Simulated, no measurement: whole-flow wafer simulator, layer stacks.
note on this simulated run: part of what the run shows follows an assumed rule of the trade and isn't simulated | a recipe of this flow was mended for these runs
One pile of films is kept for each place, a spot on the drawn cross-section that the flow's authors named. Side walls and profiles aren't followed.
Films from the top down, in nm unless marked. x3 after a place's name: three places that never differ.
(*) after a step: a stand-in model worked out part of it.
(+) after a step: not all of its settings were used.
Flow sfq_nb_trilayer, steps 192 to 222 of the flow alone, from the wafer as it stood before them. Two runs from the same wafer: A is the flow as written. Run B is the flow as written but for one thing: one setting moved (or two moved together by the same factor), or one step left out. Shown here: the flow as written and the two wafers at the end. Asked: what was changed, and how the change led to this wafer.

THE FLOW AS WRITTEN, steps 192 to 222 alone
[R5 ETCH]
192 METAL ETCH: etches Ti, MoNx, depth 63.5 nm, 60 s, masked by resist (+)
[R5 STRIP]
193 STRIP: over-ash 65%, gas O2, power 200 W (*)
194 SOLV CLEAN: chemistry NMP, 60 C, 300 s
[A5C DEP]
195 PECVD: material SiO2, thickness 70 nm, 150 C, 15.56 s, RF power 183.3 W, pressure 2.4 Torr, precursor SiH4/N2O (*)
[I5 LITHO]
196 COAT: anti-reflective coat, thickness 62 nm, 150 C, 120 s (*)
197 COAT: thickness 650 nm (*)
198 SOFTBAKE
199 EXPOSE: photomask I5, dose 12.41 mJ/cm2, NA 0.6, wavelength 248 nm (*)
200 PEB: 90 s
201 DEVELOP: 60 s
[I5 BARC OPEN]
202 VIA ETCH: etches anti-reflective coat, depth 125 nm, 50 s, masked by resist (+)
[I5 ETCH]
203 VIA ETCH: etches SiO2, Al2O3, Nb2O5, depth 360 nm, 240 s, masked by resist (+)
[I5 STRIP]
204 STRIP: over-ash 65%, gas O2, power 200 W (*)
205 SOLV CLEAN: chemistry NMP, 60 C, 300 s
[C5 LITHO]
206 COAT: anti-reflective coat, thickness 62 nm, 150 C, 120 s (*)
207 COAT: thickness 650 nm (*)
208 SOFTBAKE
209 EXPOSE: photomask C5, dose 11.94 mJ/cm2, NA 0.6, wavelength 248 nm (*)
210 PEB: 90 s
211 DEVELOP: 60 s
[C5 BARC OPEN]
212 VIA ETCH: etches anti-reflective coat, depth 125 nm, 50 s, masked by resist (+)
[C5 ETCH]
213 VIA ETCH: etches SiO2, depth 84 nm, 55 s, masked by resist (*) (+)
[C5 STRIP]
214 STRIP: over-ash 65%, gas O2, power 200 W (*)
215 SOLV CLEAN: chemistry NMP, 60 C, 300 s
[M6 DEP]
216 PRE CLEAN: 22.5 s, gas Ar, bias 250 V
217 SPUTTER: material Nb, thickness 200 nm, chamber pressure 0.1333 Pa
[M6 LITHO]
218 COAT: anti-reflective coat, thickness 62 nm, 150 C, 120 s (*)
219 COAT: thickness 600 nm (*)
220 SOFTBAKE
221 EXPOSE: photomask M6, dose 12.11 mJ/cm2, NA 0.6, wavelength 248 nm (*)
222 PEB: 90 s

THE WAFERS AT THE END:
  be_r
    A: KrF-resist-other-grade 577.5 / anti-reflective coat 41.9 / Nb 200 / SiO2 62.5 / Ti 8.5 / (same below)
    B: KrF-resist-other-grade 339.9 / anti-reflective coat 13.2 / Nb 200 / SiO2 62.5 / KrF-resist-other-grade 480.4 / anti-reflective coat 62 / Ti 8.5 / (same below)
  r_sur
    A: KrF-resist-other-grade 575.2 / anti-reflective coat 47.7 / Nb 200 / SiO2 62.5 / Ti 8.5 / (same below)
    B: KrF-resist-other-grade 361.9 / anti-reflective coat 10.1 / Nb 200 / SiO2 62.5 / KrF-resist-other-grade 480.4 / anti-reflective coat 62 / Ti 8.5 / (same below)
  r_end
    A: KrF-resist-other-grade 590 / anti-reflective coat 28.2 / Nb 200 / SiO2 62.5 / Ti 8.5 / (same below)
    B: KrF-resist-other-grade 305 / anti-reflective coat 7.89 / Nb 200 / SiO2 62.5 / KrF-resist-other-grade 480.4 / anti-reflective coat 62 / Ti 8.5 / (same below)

The cause: step 193, STRIP: over-ash 65%, gas O2, power 200 W (*), was left out.

How the change led to this, step by step:
  196 COAT: anti-reflective coat, thickness 62 nm, 150 C, 120 s (*)
      field_l, v_sur: A anti-reflective coat +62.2 (new film) | B anti-reflective coat +63.6 (new film)
      r5r_line_l, r5r_line_c: A anti-reflective coat +35.5 (new film) | B anti-reflective coat +15.4 (new film)
      (and at 20 more places)
  197 COAT: thickness 650 nm (*)
      r5r_line_l, r5r_line_c: A KrF-resist-other-grade +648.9 (new film) | B KrF-resist-other-grade +406.1 (new film)
      r5r_spacepad_l, r5r_spacepad_r: A KrF-resist-other-grade +650.4 (new film) | B KrF-resist-other-grade +751.3 (new film)
      (and at 14 more places)
  200 PEB: 90 s
      r5r_line_l, r5r_line_c, r5r_line_r: A KrF-resist-other-grade -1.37 | B KrF-resist-other-grade -0.79
      be_r: A KrF-resist-other-grade -1.34 | B KrF-resist-other-grade -0.78
      (and at 2 more places)
  204 STRIP: over-ash 65%, gas O2, power 200 W (*)
      r5r_spacepad_l, r5r_spacepad_r: A KrF-resist-other-grade -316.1 (all of it), anti-reflective coat -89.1 (all of it) | B KrF-resist-other-grade -416.7 (all of it), anti-reflective coat -258.1 (all of it)
      field_l: A KrF-resist-other-grade -316.3 (all of it), anti-reflective coat -62.2 (all of it) | B KrF-resist-other-grade -321.3 (all of it), anti-reflective coat -63.6 (all of it)
      (and at 22 more places)
  206 COAT: anti-reflective coat, thickness 62 nm, 150 C, 120 s (*)
      r5r_line_l, r5r_line_c: A anti-reflective coat +35.5 (new film) | B anti-reflective coat +15.4 (new film)
      r5r_spacepad_l, r5r_spacepad_r: A anti-reflective coat +89.1 (new film) | B anti-reflective coat +258.1 (new film)
      (and at 23 more places)
  207 COAT: thickness 650 nm (*)
      r5r_line_l, r5r_line_c: A KrF-resist-other-grade +648.9 (new film) | B KrF-resist-other-grade +406.1 (new film)
      r5r_spacepad_l, r5r_spacepad_r: A KrF-resist-other-grade +650.4 (new film) | B KrF-resist-other-grade +751.3 (new film)
      (and at 14 more places)
  210 PEB: 90 s
      r5r_line_l, r5r_line_c, r5r_line_r: A KrF-resist-other-grade -1.37 | B KrF-resist-other-grade -0.79
      be_r: A KrF-resist-other-grade -1.34 | B KrF-resist-other-grade -0.78
      (and at 2 more places)
  211 DEVELOP: 60 s
      c5j: A KrF-resist-other-grade -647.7 (all of it) | B KrF-resist-other-grade -766.7 (all of it)
      res: A KrF-resist-other-grade -622.6 (all of it) | B KrF-resist-other-grade -431.8 (all of it)
  212 VIA ETCH: etches anti-reflective coat, depth 125 nm, 50 s, masked by resist (+)
      c5j: A anti-reflective coat -73.7 (all of it), SiO2 -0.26 | B anti-reflective coat -29.1 (all of it), SiO2 -0.48
      res: A anti-reflective coat -57.9 (all of it), SiO2 -0.34 | B anti-reflective coat -18.5 (all of it), SiO2 -0.53
  213 VIA ETCH: etches SiO2, depth 84 nm, 55 s, masked by resist (*) (+)
      res: A SiO2 -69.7 (all of it), Ti -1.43 | B SiO2 -69.5 (all of it), KrF-resist-other-grade -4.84
  214 STRIP: over-ash 65%, gas O2, power 200 W (*)
      res: A nothing | B KrF-resist-other-grade -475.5 (all of it), anti-reflective coat -62 (all of it)
      r5r_line_l, r5r_line_c: A KrF-resist-other-grade -540 (all of it), anti-reflective coat -35.5 (all of it) | B KrF-resist-other-grade -297.9 (all of it), anti-reflective coat -15.4 (all of it)
      (and at 23 more places)
  217 SPUTTER: material Nb, thickness 200 nm, chamber pressure 0.1333 Pa
      v_sur, via_wl, via_w and 17 more: A Nb +200 (new film) | B Nb +193.7 (new film)
      ce_l, ce_r: A Nb +200 (new film) | B Nb +193.6 (new film)
      (and at 1 more place)
  218 COAT: anti-reflective coat, thickness 62 nm, 150 C, 120 s (*)
      m0r_space_l, m0r_space_r, m6r_space_l x2, m6r_space_r x2: A anti-reflective coat +62 (new film) | B anti-reflective coat +60.7 (new film)
      p3_s0, m5r_linepad_l x2: A anti-reflective coat +62 (new film) | B anti-reflective coat +60.2 (new film)
      (and at 33 more places)
  219 COAT: thickness 600 nm (*)
      r5r_spacepad_l, r5r_spacepad_r: A KrF-resist-other-grade +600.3 (new film) | B KrF-resist-other-grade +564.6 (new film)
      be: A KrF-resist-other-grade +795.2 (new film) | B KrF-resist-other-grade +811.6 (new film)
      (and at 15 more places)
  222 PEB: 90 s
      be_r: A KrF-resist-other-grade -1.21 | B KrF-resist-other-grade -0.65
      res: A KrF-resist-other-grade -1.23 | B KrF-resist-other-grade -2.19
      (and at 2 more places)
